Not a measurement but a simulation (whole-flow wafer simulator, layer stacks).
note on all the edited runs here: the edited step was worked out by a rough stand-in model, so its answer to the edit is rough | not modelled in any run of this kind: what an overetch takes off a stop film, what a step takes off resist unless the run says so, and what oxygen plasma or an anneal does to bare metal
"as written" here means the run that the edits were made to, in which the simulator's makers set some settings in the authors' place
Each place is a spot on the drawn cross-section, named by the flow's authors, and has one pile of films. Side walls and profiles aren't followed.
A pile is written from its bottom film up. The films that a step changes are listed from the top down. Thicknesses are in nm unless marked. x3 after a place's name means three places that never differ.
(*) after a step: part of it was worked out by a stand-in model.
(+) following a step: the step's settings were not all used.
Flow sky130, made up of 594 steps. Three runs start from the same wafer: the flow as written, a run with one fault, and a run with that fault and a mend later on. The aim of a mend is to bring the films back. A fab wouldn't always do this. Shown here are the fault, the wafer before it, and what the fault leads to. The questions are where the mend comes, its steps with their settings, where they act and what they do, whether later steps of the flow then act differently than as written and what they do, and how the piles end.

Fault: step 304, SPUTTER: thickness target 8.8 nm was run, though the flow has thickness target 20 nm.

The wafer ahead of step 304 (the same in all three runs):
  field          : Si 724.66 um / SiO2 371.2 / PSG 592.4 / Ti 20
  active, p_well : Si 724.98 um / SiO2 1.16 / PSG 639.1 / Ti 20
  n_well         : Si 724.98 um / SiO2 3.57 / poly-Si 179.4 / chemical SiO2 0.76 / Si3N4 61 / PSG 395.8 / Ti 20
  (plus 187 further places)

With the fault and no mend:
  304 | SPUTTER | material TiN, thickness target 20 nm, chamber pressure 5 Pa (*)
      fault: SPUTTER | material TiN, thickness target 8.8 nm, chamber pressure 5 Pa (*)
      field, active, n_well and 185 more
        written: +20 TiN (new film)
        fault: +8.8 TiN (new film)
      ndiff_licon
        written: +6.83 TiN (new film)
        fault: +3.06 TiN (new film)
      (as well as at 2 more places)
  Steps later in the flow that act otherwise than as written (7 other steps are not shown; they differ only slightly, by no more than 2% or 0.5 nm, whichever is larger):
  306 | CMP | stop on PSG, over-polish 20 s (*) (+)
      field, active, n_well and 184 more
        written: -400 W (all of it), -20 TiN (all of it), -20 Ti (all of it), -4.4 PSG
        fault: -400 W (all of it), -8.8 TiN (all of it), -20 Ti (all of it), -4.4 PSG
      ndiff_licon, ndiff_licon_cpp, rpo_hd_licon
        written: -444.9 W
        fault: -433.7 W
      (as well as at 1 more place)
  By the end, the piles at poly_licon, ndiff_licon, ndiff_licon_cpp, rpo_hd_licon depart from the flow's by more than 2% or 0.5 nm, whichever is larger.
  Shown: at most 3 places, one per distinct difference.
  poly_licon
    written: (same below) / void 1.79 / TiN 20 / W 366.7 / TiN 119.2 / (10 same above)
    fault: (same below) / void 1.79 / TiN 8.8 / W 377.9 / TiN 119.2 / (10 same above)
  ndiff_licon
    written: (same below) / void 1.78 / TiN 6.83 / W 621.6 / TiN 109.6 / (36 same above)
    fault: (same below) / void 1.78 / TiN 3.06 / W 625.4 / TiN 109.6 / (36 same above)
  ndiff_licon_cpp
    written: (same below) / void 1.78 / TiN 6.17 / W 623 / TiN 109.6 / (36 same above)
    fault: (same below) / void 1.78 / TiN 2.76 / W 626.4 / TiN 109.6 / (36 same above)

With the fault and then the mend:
  The mend stands after step 304.
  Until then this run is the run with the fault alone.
  304a | SPUTTER | material TiN, thickness target 11.2 nm, chamber pressure 5 Pa (*) (the flow's step 304 again, with other settings)
      field, active, n_well and 185 more
        +11.2 TiN
      ndiff_licon
        +3.77 TiN
      ndiff_licon_cpp
        +3.41 TiN
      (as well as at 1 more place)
  Later steps of the flow that are run all act as written at every place that is followed, up to a difference of at most 2% or 0.5 nm, whichever is larger.
  The piles end only slightly different from the flow's at the places that both follow, by no more than 2% or 0.5 nm, whichever is larger.
